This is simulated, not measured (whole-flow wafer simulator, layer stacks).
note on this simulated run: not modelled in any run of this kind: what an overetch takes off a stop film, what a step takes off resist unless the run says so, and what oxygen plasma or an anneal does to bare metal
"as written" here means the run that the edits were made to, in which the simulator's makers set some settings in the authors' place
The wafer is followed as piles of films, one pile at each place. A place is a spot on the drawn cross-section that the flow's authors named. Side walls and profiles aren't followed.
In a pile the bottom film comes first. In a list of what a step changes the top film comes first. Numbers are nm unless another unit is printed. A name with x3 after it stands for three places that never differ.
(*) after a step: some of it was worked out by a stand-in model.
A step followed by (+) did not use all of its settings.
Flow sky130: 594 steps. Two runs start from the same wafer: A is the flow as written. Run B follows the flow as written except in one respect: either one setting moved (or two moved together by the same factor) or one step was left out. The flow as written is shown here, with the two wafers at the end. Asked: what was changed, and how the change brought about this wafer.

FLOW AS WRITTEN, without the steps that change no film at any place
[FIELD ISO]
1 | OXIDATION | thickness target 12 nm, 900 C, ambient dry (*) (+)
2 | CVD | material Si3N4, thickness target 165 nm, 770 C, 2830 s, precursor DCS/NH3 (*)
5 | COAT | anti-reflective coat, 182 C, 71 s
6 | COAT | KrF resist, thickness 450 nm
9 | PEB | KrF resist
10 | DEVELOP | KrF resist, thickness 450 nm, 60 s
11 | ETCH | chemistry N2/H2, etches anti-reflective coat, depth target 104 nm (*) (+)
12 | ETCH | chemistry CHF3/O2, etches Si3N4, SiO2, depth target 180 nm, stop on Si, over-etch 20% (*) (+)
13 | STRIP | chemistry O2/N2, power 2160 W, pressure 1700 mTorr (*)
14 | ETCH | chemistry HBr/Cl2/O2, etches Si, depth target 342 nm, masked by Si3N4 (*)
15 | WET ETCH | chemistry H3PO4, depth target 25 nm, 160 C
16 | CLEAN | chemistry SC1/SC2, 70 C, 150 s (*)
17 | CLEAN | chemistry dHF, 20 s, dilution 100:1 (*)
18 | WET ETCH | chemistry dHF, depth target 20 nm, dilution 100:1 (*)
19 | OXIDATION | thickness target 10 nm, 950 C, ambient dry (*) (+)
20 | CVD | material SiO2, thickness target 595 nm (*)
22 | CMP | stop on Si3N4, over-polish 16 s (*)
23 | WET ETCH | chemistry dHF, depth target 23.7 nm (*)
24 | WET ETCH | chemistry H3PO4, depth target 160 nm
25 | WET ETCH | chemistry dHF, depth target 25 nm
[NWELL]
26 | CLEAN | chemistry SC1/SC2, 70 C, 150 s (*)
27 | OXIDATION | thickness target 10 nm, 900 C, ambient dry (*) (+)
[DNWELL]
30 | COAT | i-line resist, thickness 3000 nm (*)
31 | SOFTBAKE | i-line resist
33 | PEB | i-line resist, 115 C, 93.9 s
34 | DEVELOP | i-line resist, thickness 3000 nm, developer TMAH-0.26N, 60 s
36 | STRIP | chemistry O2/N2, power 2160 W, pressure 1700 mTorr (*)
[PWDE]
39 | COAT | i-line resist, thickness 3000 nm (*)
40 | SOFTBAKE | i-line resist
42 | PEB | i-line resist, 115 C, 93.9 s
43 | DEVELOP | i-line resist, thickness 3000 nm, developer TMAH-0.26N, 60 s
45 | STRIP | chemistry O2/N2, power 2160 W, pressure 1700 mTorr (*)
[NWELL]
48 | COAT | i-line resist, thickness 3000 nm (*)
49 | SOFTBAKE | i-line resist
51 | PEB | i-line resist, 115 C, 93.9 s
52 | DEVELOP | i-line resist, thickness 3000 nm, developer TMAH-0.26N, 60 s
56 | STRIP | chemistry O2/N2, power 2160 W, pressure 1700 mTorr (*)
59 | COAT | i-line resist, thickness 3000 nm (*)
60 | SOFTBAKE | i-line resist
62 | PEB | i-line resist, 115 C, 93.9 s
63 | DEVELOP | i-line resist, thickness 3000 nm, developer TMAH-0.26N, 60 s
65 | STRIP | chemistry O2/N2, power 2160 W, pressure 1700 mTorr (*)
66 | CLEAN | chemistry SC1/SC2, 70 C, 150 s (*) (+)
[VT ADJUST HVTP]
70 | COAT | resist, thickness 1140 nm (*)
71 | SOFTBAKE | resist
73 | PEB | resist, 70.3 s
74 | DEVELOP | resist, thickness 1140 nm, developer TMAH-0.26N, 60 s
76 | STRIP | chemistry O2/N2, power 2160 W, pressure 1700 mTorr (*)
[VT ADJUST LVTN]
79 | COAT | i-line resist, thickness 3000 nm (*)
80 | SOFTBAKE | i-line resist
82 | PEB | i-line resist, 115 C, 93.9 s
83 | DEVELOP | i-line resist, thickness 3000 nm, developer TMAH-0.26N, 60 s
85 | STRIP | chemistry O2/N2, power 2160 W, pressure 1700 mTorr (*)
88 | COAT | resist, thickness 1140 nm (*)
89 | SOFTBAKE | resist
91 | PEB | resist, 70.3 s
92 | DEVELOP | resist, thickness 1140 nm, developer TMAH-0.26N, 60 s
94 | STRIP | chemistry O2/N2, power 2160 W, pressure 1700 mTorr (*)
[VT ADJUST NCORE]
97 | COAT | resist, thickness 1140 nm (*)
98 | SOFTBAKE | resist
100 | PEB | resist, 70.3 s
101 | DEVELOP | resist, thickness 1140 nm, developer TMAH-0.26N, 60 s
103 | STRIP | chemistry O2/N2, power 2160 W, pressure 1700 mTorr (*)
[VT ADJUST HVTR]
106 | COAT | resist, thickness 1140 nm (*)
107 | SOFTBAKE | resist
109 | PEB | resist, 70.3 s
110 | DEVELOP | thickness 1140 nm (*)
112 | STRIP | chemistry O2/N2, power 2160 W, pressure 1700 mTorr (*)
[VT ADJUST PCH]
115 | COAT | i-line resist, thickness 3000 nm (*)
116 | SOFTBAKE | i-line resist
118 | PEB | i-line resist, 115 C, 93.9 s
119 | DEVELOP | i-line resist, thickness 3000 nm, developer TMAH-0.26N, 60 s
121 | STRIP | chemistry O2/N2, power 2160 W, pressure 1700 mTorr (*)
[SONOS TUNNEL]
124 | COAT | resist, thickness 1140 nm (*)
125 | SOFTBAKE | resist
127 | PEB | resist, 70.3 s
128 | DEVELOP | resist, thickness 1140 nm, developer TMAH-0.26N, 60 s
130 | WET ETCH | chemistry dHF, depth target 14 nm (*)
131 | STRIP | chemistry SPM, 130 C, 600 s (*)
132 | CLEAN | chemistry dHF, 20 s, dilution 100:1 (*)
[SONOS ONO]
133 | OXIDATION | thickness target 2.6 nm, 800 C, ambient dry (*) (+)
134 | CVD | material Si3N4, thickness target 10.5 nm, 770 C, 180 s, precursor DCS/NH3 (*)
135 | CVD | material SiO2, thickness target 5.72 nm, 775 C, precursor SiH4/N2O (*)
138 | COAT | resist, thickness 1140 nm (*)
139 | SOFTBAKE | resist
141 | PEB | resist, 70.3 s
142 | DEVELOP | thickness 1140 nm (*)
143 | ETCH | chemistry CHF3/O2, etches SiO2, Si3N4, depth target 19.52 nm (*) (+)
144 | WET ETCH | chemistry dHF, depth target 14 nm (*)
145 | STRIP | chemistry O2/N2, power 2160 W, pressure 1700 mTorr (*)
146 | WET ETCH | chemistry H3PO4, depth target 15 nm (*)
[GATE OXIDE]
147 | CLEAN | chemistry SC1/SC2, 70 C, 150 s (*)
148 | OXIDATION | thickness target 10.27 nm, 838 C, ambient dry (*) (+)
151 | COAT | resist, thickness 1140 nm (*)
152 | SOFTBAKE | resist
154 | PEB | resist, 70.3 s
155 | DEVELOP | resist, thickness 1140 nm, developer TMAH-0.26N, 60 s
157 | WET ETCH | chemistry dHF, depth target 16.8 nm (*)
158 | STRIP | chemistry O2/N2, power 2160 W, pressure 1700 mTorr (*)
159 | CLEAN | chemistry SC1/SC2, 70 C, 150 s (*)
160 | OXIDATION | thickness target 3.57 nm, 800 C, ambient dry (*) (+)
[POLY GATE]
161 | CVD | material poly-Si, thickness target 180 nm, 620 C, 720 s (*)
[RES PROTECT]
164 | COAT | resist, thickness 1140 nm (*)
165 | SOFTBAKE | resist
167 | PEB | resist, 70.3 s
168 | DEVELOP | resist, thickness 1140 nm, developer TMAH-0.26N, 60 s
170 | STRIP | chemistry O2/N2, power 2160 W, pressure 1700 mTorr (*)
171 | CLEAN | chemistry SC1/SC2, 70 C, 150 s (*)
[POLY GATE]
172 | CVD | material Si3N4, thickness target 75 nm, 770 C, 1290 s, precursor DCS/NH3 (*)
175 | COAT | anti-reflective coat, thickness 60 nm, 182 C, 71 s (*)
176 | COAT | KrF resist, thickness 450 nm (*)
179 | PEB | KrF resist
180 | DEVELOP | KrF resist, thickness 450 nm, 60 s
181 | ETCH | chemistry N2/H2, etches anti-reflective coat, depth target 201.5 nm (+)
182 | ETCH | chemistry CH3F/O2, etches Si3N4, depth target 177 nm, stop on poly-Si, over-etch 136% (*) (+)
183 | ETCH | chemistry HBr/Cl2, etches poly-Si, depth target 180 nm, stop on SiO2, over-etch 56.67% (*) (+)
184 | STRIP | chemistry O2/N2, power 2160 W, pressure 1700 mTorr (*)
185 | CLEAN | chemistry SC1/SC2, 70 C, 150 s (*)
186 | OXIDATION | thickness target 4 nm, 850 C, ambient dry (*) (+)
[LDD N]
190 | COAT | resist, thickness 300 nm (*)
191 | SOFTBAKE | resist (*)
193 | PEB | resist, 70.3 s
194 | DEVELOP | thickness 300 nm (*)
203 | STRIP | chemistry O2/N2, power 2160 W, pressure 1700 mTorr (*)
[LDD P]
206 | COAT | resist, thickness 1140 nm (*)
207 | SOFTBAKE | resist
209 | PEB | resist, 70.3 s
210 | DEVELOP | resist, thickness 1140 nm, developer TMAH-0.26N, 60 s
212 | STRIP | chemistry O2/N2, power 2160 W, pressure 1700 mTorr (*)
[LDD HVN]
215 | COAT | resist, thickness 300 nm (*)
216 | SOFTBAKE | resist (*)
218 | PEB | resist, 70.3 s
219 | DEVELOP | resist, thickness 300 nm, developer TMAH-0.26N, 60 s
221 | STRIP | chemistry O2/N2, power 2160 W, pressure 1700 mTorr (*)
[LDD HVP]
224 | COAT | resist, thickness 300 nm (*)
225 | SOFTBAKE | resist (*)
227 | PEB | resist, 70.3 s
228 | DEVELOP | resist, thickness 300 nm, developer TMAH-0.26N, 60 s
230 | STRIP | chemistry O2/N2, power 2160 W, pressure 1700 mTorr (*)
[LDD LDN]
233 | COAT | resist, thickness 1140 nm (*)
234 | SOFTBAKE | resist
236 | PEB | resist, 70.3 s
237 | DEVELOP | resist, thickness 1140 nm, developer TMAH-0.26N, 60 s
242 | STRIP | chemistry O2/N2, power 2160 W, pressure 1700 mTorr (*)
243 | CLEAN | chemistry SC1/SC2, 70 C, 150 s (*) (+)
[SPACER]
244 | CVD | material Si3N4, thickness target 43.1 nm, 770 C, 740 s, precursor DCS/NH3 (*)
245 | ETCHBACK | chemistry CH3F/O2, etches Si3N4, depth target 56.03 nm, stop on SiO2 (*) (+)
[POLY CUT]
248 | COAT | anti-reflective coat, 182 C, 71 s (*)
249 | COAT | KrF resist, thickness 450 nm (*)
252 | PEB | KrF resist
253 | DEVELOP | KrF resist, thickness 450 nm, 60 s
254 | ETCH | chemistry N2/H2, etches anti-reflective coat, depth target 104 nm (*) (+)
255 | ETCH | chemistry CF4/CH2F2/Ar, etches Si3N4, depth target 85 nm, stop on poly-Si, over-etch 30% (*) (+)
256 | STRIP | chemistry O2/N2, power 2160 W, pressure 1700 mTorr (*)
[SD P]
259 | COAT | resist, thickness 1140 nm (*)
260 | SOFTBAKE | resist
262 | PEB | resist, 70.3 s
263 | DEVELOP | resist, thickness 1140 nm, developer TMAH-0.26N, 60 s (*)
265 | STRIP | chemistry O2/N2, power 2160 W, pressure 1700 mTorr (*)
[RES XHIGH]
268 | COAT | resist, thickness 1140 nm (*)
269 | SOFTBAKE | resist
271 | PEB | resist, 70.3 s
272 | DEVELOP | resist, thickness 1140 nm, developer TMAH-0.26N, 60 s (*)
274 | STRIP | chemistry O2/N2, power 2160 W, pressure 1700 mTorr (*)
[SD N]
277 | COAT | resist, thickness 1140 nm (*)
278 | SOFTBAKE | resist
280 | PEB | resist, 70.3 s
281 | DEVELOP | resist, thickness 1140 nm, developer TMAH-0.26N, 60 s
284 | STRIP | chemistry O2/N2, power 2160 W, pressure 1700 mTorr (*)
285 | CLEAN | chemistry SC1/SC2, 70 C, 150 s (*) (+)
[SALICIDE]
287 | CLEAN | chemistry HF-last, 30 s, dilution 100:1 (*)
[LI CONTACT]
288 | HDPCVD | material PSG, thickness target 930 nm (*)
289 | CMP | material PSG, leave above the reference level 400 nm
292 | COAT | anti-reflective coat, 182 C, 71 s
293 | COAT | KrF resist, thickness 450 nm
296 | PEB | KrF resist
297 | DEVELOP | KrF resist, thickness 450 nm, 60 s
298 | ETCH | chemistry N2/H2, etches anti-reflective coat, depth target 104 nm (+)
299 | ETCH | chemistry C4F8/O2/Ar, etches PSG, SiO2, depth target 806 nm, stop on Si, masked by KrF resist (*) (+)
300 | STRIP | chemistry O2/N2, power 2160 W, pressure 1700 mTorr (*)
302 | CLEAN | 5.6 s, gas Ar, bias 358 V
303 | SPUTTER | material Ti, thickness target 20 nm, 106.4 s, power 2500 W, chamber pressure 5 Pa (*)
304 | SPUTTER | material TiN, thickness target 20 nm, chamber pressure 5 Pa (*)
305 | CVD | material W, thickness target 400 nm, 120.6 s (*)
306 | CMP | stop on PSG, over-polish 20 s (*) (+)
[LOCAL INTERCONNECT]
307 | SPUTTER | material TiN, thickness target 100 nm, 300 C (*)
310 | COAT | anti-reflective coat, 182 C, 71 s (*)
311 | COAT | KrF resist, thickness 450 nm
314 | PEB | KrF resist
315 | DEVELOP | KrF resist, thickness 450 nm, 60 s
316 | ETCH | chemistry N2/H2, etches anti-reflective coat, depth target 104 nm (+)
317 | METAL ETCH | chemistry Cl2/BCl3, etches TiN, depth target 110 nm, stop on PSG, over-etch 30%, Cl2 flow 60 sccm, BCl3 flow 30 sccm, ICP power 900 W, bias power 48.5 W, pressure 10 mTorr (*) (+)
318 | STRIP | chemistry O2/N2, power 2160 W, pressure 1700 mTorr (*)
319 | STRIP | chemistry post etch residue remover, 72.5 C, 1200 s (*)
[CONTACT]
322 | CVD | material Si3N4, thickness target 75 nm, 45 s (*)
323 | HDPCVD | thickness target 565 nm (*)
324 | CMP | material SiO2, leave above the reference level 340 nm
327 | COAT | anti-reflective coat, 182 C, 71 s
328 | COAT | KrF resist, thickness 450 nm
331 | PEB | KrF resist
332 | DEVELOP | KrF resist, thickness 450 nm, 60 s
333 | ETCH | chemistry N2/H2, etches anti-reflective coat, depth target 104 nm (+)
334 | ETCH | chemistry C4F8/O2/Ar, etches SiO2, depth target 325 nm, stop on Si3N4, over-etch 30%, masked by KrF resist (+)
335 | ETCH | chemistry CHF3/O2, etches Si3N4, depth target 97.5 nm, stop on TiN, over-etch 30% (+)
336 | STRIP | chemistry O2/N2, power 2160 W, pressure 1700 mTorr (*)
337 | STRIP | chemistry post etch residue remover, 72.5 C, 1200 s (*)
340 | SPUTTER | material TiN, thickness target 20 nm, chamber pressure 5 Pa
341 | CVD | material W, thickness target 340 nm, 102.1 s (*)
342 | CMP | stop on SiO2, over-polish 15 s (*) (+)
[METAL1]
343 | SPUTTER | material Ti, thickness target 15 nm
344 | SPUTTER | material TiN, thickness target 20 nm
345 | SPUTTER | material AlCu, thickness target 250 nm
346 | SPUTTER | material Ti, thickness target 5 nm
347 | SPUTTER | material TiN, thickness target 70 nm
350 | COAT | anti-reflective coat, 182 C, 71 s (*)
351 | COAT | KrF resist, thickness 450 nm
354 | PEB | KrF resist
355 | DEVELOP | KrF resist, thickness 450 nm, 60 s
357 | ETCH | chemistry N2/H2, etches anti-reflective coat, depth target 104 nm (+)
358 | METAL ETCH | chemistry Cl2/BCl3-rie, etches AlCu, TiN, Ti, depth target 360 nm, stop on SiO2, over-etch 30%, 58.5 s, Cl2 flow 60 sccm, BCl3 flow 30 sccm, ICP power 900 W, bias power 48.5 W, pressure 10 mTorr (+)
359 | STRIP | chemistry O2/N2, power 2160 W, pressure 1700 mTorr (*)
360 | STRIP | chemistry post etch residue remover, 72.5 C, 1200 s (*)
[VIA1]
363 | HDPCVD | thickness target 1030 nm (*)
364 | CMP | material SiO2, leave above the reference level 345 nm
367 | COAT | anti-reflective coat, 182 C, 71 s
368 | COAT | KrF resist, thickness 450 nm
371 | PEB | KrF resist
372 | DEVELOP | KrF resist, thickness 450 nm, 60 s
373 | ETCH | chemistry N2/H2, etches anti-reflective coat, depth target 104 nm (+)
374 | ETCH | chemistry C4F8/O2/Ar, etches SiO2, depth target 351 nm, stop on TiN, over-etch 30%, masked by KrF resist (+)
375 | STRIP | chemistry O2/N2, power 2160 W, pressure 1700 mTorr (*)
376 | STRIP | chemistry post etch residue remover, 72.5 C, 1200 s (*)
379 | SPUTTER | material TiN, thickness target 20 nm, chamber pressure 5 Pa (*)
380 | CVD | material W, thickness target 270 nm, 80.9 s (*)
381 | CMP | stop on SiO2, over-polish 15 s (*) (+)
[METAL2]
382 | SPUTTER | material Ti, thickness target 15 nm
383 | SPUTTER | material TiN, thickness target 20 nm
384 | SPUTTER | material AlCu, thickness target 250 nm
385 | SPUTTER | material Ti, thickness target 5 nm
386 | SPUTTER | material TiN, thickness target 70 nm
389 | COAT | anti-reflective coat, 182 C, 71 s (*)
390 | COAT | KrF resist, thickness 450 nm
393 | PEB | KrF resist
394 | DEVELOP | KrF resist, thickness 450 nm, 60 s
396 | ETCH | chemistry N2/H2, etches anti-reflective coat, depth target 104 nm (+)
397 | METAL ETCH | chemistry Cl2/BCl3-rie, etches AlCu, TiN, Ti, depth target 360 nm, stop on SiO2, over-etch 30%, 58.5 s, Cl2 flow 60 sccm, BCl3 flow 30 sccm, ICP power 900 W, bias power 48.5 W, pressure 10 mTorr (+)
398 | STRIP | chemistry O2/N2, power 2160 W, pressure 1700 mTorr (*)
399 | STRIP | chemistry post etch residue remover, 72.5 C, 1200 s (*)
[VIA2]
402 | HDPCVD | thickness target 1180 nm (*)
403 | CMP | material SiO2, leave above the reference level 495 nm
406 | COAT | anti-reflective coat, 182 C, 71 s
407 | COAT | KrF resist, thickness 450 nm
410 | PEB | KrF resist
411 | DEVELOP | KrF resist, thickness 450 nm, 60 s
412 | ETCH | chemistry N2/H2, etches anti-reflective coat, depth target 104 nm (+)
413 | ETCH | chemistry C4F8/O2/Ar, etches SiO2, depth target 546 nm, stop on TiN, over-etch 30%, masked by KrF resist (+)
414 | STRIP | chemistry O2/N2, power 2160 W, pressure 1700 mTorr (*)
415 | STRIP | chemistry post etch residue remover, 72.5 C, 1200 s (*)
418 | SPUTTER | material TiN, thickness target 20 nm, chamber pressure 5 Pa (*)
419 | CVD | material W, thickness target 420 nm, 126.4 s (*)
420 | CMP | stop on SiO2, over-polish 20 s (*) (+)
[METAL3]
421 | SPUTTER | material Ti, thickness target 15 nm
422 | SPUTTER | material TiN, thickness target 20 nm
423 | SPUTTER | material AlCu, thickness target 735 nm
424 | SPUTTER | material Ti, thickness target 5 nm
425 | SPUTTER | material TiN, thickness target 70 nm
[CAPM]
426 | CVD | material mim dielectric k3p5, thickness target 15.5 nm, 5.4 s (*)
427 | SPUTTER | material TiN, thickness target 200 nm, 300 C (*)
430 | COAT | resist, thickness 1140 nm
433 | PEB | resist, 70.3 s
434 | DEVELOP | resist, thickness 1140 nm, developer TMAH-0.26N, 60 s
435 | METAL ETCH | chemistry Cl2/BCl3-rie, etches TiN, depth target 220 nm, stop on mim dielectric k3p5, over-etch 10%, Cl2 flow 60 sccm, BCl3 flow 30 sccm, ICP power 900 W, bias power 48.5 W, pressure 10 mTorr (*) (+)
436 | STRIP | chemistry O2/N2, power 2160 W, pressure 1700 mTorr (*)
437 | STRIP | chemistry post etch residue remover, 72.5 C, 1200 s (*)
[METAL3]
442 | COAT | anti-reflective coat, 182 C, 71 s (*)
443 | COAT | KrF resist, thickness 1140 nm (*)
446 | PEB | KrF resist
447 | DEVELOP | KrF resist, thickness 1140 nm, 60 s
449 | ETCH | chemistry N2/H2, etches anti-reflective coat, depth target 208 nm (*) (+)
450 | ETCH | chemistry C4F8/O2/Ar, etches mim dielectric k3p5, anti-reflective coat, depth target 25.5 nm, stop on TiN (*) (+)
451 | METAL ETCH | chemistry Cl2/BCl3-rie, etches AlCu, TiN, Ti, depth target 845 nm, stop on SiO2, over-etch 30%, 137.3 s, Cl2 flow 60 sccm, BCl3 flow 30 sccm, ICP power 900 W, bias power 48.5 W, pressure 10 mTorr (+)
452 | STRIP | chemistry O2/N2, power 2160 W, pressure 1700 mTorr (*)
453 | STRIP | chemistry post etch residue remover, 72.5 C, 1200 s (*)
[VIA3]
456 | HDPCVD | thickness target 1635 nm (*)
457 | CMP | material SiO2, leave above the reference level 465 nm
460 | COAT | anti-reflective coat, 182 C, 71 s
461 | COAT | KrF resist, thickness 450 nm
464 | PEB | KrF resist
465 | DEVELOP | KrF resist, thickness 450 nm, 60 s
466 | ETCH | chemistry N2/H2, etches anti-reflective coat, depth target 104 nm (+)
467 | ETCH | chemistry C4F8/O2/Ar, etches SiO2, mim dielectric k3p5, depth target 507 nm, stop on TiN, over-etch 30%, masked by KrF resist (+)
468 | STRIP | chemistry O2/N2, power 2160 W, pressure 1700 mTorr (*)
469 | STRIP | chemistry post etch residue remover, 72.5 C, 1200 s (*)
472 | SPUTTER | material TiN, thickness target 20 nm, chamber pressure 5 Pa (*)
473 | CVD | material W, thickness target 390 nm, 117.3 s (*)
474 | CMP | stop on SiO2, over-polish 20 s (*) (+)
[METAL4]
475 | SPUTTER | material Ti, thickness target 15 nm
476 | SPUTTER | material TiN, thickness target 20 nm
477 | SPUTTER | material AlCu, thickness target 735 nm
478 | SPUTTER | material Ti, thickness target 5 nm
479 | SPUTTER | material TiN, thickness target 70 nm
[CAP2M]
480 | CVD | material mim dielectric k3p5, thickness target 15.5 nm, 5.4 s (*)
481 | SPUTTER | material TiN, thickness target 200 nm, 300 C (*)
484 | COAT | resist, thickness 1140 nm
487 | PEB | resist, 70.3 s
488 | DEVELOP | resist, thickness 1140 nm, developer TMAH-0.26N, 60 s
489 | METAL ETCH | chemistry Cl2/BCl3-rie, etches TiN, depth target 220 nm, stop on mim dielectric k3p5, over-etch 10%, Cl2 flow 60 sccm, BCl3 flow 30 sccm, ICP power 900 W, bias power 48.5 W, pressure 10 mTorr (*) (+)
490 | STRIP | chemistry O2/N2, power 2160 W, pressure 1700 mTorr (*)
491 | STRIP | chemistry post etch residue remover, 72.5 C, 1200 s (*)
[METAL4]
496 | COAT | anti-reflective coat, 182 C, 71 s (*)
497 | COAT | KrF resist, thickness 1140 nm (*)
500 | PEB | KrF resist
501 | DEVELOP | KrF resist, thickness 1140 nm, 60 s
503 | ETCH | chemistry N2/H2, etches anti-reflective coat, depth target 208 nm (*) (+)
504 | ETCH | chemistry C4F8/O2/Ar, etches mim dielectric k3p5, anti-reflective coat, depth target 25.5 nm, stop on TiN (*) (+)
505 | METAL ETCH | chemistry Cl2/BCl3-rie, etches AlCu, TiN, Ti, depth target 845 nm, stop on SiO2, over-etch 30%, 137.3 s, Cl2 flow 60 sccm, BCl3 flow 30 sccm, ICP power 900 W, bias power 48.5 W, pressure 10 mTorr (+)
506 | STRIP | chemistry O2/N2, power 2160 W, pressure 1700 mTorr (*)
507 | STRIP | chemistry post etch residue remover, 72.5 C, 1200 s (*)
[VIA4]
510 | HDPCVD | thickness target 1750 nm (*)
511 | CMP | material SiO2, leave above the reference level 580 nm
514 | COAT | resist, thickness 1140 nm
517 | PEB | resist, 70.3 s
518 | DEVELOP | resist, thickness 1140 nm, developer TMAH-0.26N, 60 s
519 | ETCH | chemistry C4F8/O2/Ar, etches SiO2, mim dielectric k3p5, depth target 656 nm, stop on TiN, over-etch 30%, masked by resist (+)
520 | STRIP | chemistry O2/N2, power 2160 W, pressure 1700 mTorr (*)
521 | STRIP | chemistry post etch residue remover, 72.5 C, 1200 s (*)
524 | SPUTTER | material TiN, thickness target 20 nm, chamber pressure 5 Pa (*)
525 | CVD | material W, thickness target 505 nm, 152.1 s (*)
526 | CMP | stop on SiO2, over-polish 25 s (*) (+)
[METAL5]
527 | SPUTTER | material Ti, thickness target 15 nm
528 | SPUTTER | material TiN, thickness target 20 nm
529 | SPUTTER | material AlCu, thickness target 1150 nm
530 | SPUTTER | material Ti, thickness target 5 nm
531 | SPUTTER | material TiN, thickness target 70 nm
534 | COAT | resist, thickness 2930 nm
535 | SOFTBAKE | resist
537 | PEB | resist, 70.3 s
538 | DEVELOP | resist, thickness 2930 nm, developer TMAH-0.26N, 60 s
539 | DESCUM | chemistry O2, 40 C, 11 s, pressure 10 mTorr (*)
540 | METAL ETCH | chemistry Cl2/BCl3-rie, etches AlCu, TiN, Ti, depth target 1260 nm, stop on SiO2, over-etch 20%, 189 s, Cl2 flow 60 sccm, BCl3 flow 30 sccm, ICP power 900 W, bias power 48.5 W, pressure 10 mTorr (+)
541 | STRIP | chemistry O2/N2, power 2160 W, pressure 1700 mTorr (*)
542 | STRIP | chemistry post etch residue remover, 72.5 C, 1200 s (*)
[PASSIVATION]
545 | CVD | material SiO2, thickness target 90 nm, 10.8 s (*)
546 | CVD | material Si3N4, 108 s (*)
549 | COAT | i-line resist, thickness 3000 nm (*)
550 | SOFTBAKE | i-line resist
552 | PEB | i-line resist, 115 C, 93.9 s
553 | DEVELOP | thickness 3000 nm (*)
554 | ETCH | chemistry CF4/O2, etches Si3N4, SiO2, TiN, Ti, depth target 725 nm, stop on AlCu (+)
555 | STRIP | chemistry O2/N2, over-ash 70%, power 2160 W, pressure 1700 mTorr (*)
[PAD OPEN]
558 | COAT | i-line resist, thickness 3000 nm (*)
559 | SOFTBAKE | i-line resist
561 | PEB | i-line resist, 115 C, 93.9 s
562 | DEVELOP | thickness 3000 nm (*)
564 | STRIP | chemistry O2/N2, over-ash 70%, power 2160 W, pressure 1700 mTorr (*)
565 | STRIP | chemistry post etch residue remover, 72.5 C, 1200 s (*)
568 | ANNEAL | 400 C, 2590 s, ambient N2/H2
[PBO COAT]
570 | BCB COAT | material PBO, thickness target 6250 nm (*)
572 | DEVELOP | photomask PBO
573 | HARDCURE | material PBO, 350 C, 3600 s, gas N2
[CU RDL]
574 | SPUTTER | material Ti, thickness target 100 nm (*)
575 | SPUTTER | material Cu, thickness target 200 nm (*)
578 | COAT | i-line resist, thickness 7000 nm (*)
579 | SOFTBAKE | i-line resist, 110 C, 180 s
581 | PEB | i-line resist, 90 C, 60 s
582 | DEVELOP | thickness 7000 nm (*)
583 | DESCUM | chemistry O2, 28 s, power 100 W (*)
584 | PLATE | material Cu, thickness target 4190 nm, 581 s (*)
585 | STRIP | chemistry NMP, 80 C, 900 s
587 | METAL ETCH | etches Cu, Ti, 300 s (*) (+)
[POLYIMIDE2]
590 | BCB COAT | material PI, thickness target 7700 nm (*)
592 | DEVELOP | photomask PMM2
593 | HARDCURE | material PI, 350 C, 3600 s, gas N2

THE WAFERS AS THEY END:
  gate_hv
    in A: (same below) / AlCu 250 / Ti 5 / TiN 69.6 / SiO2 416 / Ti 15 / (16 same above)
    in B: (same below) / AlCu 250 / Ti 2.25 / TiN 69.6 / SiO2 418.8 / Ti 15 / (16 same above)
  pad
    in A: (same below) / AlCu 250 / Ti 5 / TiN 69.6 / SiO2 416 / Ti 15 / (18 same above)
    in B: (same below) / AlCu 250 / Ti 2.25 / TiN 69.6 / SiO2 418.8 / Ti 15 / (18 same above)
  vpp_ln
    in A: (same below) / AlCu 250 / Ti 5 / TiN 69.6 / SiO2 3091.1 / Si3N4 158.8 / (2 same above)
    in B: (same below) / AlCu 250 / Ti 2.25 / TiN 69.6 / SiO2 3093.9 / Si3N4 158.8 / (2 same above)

Cause: step 385, SPUTTER: thickness target 2.25 nm was run, though the flow has thickness target 5 nm.
One can read it off the wafer: gate_hv has Ti 2.25, and step 385 as written asks for 5 nm.

The path from the change to this, step by step:
  385 | SPUTTER | material Ti, thickness target 5 nm
      field, active, n_well and 188 more: A Ti gains 5 (new film) | B Ti gains 2.25 (new film)
  397 | METAL ETCH | chemistry Cl2/BCl3-rie, etches AlCu, TiN, Ti, depth target 360 nm, stop on SiO2, over-etch 30%, 58.5 s, Cl2 flow 60 sccm, BCl3 flow 30 sccm, ICP power 900 W, bias power 48.5 W, pressure 10 mTorr (+)
      field, active, gate and 82 more: A TiN loses 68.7 (all of it), Ti loses 5 (all of it), AlCu loses 250 (all of it), TiN loses 20 (all of it), Ti loses 15 (all of it), SiO2 loses 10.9 | B TiN loses 68.7 (all of it), Ti loses 2.25 (all of it), AlCu loses 250 (all of it), TiN loses 20 (all of it), Ti loses 15 (all of it), SiO2 loses 11.2
